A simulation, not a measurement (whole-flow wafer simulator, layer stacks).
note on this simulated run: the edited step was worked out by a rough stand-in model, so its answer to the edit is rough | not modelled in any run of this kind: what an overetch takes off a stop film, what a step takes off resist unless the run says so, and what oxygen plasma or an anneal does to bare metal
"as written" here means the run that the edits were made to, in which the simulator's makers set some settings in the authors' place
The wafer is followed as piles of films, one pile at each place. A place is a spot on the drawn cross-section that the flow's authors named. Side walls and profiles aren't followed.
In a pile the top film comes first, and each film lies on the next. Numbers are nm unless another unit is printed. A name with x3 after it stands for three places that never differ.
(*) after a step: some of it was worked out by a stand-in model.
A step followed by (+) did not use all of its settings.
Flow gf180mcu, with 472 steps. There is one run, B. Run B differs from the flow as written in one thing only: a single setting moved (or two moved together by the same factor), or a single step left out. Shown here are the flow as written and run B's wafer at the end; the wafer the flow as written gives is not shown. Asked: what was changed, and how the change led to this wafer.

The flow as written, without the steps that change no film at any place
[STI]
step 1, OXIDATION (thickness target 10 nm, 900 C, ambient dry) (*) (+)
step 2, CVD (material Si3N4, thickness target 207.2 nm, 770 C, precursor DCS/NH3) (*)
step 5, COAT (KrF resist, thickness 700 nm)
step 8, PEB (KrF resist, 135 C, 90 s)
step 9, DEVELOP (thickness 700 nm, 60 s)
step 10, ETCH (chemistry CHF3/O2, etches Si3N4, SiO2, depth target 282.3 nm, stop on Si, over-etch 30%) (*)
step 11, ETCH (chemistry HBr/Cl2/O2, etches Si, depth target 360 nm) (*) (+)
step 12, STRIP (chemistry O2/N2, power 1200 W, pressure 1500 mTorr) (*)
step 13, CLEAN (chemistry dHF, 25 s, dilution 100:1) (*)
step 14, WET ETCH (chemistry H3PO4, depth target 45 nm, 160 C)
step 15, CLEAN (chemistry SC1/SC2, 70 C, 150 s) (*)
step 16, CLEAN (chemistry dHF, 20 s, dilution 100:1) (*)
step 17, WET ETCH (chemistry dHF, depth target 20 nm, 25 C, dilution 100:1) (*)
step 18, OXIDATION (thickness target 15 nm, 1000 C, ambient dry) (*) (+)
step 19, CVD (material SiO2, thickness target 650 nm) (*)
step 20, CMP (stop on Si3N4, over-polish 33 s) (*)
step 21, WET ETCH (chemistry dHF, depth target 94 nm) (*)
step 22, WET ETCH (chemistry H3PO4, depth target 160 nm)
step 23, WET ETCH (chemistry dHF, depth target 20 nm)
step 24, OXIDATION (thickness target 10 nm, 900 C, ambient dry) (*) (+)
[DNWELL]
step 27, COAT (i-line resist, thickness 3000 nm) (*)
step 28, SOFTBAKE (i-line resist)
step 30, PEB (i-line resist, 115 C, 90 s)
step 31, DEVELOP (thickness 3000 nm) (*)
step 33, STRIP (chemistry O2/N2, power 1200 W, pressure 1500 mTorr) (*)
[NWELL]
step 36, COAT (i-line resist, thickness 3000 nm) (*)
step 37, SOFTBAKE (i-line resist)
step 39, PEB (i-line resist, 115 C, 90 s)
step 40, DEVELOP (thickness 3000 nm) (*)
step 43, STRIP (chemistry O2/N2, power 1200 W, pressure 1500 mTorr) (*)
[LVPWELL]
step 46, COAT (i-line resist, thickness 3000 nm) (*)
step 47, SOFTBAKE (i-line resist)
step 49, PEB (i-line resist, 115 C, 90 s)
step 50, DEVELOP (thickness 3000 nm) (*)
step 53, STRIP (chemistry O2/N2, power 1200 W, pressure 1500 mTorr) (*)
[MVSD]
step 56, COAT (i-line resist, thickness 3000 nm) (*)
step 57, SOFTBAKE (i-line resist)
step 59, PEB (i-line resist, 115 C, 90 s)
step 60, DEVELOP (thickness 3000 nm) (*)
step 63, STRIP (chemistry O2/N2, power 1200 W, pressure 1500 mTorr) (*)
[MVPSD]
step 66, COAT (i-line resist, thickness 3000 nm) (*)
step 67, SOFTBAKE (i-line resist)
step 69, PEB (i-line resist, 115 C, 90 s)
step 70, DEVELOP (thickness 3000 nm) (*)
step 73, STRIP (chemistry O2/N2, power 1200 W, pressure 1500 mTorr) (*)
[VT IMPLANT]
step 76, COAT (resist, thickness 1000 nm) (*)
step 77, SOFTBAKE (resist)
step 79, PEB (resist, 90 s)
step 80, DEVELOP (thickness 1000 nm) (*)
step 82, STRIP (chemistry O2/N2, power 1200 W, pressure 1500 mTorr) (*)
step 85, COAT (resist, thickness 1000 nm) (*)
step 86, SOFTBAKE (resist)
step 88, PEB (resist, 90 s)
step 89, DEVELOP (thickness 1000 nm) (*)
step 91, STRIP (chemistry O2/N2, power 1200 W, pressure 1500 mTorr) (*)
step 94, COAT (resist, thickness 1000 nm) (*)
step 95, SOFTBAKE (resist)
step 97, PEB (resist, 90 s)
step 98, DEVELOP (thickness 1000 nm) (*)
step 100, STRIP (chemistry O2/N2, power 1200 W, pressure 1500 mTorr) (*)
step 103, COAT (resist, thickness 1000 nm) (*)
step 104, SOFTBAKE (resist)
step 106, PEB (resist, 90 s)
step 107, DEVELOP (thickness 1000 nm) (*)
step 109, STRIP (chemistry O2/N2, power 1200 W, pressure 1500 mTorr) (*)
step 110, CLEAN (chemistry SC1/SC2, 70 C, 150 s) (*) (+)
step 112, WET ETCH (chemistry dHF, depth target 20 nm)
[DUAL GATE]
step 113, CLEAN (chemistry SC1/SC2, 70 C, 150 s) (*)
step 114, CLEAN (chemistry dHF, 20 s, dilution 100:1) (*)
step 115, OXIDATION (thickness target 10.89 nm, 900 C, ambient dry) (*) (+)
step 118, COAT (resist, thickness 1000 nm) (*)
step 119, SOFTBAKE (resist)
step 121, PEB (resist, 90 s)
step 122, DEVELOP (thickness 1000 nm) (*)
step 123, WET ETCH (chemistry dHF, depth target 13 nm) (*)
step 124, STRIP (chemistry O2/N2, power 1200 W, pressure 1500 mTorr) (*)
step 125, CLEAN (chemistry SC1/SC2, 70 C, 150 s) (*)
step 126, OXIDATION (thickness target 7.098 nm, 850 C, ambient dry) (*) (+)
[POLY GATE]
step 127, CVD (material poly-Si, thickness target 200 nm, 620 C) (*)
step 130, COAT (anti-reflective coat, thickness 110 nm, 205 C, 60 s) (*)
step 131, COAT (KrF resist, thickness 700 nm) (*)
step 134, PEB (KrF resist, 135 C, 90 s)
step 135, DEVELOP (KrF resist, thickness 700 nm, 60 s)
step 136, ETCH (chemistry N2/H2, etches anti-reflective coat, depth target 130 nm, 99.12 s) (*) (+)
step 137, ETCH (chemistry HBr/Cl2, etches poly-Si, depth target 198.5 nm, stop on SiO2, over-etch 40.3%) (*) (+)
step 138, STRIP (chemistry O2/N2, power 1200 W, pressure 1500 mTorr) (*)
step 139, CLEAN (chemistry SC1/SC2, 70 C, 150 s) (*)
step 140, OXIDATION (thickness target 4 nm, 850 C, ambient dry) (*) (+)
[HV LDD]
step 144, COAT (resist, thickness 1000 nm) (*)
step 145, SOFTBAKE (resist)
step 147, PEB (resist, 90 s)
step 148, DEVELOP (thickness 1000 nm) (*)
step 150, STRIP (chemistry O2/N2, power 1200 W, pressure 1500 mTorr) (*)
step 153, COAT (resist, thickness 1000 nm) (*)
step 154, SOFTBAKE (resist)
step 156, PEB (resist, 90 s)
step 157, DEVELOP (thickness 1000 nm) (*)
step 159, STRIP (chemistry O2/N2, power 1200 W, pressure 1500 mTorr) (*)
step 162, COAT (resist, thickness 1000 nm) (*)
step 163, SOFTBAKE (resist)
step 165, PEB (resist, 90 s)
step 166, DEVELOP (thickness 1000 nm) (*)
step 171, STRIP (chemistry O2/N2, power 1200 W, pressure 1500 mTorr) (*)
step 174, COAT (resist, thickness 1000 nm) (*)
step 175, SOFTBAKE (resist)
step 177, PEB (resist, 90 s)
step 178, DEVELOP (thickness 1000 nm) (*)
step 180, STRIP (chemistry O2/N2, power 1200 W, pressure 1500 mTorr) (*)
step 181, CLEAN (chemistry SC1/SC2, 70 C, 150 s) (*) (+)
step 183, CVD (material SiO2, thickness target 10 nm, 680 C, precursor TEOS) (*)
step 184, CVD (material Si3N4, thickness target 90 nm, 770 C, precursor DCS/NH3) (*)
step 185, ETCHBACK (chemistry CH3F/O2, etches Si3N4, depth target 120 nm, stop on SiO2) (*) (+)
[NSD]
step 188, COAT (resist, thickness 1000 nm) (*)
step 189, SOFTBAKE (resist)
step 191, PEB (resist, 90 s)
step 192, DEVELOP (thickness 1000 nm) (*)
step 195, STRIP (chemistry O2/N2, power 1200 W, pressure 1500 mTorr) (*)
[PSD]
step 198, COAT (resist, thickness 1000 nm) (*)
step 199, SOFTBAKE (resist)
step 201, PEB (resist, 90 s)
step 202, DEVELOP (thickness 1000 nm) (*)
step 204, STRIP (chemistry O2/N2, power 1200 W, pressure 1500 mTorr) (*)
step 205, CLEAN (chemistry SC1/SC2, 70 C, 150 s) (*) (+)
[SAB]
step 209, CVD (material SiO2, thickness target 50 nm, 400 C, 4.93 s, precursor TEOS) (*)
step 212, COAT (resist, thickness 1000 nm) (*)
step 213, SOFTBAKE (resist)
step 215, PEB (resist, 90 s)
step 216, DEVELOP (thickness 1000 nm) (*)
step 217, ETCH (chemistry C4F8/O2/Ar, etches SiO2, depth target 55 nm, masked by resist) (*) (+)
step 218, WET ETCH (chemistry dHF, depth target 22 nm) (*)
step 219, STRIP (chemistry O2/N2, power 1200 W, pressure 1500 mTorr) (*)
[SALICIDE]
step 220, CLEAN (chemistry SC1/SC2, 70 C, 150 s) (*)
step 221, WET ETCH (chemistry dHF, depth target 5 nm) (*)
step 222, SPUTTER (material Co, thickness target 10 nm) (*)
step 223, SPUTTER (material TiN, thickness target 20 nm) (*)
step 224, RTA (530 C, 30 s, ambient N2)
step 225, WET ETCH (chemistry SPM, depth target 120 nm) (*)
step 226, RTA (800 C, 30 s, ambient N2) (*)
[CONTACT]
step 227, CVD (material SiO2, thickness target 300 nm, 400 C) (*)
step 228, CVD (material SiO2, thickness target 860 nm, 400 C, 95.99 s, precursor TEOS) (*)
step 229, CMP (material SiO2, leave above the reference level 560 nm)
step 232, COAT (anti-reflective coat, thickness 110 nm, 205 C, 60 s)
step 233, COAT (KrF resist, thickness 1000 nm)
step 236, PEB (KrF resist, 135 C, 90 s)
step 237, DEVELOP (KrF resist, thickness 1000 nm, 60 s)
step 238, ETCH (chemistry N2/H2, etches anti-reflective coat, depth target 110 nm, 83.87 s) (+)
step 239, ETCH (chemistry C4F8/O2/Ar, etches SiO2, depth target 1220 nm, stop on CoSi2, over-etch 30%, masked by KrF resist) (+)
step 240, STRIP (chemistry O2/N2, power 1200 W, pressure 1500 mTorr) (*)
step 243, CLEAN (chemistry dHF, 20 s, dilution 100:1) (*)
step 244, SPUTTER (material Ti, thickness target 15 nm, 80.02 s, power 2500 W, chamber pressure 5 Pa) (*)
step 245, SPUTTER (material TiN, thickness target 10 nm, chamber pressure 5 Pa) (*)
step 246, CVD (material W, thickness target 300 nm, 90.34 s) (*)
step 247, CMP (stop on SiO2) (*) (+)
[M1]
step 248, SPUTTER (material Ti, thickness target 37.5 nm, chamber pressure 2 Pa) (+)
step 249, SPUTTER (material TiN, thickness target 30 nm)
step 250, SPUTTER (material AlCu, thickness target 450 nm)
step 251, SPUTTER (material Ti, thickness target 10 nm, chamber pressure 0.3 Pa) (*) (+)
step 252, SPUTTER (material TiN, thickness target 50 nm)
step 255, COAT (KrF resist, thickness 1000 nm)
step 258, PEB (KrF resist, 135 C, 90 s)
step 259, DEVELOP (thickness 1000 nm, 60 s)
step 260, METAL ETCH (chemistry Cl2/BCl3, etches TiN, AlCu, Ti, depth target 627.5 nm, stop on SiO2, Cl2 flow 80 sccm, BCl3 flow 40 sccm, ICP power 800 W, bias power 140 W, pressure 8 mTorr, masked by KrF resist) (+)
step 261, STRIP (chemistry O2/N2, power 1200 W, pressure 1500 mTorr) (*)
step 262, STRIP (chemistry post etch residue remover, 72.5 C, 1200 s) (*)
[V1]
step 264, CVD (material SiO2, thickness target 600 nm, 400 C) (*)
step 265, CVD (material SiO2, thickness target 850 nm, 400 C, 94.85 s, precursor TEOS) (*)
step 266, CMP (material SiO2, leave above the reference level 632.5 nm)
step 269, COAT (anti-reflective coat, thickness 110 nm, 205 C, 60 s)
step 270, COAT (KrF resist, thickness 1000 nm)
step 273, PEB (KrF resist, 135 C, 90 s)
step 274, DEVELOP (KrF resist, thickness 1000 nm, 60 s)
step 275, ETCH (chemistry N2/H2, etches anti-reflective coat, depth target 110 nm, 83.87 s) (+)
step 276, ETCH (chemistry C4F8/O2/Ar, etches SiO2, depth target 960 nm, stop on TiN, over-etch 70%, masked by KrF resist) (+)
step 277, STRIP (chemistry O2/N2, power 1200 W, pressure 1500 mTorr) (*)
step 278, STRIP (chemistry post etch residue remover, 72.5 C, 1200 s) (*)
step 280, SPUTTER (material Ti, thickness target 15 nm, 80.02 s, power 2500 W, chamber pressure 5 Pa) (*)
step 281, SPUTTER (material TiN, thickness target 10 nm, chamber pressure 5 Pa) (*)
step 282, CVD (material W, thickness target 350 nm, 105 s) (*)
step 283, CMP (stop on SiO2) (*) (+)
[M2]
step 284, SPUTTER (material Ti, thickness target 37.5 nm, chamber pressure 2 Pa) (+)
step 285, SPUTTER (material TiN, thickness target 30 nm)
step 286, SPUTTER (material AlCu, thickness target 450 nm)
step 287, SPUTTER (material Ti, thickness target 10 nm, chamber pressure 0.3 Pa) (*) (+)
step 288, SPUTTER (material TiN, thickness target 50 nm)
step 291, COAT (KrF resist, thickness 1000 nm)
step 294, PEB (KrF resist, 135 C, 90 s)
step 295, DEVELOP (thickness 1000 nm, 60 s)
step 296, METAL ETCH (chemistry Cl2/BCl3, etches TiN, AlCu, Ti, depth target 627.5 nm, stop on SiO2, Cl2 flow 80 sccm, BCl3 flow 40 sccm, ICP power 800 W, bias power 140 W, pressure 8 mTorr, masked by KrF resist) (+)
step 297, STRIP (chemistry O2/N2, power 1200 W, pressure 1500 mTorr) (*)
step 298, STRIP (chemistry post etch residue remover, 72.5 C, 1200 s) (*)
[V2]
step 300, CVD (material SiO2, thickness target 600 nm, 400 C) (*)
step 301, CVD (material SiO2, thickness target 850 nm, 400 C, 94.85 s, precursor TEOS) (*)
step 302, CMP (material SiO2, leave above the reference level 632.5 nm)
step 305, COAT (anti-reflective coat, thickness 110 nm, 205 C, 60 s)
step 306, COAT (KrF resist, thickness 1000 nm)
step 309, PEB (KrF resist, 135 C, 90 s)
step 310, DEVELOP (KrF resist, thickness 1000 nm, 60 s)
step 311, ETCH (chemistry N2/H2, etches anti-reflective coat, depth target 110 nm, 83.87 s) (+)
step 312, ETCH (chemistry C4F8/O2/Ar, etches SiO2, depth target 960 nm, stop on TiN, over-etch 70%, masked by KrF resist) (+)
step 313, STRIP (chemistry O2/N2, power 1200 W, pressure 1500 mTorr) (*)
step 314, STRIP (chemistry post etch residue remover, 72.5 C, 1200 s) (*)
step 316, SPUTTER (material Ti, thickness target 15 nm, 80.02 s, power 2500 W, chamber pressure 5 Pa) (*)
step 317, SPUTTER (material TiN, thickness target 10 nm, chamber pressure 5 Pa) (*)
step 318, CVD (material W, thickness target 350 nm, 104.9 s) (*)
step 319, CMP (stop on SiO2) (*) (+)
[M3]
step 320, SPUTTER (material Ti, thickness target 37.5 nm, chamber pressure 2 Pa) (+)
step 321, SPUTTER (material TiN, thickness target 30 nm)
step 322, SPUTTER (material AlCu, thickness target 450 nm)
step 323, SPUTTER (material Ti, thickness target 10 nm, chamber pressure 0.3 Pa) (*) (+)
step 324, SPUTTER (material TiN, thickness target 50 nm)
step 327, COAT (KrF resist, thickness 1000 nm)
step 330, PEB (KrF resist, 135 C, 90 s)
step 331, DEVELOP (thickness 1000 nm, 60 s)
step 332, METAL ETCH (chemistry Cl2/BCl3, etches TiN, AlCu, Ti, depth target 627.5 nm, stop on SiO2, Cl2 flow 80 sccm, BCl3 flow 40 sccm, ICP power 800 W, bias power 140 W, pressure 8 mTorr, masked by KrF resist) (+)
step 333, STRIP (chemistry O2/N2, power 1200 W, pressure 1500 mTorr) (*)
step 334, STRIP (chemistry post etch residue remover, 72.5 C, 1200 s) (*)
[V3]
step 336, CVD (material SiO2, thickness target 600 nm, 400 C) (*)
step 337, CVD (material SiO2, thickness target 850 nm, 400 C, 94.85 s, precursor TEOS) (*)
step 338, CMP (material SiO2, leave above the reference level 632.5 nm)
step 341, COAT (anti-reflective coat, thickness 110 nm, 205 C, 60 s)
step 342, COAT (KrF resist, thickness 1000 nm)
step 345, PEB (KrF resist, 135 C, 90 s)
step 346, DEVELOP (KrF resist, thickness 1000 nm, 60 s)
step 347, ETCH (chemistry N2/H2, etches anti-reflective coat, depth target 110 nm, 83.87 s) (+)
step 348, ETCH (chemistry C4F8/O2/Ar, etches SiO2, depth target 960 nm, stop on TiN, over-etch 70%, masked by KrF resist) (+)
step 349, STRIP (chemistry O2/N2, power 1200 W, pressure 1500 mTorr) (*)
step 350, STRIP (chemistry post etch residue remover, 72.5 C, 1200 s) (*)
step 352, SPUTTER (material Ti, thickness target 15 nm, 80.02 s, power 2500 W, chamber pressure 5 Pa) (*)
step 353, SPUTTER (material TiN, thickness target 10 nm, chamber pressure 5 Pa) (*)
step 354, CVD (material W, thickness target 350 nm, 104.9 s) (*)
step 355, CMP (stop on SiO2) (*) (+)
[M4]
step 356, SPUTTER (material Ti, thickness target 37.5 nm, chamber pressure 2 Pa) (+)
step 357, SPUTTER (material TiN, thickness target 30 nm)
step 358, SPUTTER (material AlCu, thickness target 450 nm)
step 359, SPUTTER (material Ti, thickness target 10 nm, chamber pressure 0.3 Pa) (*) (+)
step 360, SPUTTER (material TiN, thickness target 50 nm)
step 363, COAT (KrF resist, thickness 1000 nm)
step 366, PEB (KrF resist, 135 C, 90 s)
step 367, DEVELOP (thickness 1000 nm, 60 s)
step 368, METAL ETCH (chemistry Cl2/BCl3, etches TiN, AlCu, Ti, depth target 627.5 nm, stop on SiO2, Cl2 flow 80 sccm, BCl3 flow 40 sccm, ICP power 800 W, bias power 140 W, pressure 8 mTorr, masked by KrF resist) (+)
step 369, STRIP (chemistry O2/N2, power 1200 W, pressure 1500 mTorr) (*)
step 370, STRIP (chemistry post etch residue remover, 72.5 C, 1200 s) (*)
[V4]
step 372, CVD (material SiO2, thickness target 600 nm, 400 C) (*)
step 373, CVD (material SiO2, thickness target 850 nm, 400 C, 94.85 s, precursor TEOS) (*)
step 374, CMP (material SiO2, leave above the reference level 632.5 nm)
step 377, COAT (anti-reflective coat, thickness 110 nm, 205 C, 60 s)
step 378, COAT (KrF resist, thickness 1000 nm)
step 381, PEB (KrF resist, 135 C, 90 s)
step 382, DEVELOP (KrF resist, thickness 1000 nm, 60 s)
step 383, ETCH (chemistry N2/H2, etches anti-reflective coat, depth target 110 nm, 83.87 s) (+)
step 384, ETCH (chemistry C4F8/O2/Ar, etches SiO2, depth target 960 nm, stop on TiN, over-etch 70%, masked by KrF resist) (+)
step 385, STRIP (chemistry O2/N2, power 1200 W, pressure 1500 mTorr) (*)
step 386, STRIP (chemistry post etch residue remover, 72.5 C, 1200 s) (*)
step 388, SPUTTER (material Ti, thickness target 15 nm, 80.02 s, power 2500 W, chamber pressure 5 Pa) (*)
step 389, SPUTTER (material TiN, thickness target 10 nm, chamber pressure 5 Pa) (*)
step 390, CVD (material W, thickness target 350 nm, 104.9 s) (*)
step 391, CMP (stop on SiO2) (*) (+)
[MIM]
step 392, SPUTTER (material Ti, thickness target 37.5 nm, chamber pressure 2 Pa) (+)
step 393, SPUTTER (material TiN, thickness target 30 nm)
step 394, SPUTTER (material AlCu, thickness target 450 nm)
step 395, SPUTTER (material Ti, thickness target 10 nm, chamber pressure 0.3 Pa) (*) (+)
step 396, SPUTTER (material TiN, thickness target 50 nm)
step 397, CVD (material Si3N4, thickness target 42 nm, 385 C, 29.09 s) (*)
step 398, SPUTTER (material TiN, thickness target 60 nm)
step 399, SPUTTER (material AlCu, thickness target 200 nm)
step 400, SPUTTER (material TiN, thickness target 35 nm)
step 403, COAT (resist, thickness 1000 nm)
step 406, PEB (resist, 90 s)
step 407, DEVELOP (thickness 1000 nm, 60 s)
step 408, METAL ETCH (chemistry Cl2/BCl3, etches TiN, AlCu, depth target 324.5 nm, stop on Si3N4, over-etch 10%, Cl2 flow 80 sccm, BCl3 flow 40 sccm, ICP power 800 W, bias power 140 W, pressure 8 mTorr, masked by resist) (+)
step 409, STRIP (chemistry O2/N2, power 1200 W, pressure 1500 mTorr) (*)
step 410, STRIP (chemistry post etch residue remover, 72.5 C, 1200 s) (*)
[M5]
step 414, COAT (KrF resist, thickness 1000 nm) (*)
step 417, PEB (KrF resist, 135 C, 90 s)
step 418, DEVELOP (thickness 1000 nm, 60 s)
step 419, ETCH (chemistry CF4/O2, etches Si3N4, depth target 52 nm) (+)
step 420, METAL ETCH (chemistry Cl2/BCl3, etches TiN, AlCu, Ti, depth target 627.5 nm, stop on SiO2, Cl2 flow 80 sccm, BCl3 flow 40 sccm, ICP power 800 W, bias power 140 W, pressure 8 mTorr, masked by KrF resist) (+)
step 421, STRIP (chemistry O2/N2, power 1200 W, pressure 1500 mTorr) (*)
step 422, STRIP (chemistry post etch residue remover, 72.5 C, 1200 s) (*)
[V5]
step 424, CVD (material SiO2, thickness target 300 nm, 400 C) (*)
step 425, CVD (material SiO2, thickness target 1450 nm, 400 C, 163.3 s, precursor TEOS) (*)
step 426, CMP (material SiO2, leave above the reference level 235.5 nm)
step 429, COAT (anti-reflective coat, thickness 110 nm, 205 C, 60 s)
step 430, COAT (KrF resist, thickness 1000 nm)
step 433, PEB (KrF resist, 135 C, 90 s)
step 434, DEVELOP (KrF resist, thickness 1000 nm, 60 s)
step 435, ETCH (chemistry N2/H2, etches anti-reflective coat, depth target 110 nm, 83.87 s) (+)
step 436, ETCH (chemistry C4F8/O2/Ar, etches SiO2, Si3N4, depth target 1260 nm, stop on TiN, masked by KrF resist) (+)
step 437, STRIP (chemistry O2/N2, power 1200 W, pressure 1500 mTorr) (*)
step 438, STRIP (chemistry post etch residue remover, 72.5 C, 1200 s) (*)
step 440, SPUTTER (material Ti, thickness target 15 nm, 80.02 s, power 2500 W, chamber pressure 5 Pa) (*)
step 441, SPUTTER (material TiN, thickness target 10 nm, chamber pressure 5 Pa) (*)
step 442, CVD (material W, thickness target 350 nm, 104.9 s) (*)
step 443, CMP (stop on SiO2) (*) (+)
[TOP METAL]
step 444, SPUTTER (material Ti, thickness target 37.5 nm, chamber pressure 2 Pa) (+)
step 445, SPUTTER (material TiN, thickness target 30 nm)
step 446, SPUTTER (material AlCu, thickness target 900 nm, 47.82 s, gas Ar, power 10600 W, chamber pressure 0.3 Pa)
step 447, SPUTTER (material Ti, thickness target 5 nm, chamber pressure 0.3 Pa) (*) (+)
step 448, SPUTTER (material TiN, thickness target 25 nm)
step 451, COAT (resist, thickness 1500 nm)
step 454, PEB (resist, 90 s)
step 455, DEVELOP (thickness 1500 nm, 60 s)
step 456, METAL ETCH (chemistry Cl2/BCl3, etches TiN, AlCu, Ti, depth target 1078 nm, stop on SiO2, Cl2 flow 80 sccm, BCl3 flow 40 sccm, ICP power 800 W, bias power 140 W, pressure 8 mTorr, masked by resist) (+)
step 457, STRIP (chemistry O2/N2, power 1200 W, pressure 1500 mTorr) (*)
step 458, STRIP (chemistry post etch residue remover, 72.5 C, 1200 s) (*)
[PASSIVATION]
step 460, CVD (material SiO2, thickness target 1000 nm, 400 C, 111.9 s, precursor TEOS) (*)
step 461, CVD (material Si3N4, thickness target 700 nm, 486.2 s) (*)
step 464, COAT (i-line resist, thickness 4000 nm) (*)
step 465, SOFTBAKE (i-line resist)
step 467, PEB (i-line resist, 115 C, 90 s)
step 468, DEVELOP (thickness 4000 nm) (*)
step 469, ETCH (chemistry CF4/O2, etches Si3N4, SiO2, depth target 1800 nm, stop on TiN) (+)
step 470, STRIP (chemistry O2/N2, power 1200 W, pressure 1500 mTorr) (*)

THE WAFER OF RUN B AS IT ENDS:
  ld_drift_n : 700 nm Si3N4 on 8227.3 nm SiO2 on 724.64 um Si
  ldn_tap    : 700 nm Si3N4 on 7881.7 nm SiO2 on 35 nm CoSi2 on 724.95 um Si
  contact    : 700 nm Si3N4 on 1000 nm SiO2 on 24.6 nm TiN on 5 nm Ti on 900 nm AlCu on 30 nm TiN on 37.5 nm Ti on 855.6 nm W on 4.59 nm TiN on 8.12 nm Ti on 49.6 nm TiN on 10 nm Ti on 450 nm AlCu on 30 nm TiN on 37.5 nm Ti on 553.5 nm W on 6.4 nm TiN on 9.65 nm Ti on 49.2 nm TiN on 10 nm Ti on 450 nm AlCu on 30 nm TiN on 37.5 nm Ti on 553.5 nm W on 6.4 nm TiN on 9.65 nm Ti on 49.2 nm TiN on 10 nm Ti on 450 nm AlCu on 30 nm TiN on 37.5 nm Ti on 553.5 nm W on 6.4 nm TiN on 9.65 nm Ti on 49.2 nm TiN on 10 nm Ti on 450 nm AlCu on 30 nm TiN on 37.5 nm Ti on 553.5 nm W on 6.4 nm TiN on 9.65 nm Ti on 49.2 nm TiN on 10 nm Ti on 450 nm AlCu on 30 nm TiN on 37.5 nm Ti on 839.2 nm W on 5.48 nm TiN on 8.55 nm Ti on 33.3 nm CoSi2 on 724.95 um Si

What caused this: step 441, SPUTTER: thickness target 8.52 nm was run, while the flow as written has thickness target 10 nm.

How this came from the change, step by step:
  step 441, SPUTTER (material TiN, thickness target 10 nm, chamber pressure 5 Pa) (*)
      field, field__w1, field__w2 and 108 more: TiN gains 8.52 (new film) (in the flow as written it would be: TiN gains 10 (new film))
      contact: TiN gains 4.59 (new film) (in the flow as written it would be: TiN gains 5.38 (new film))
  step 443, CMP (stop on SiO2) (*) (+)
      field, field__w1, field__w2 and 108 more: W loses 350 (all of it), TiN loses 8.52 (all of it), Ti loses 15 (all of it), SiO2 loses 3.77 (in the flow as written it would be: W loses 350 (all of it), TiN loses 10 (all of it), Ti loses 15 (all of it), SiO2 loses 3.78)
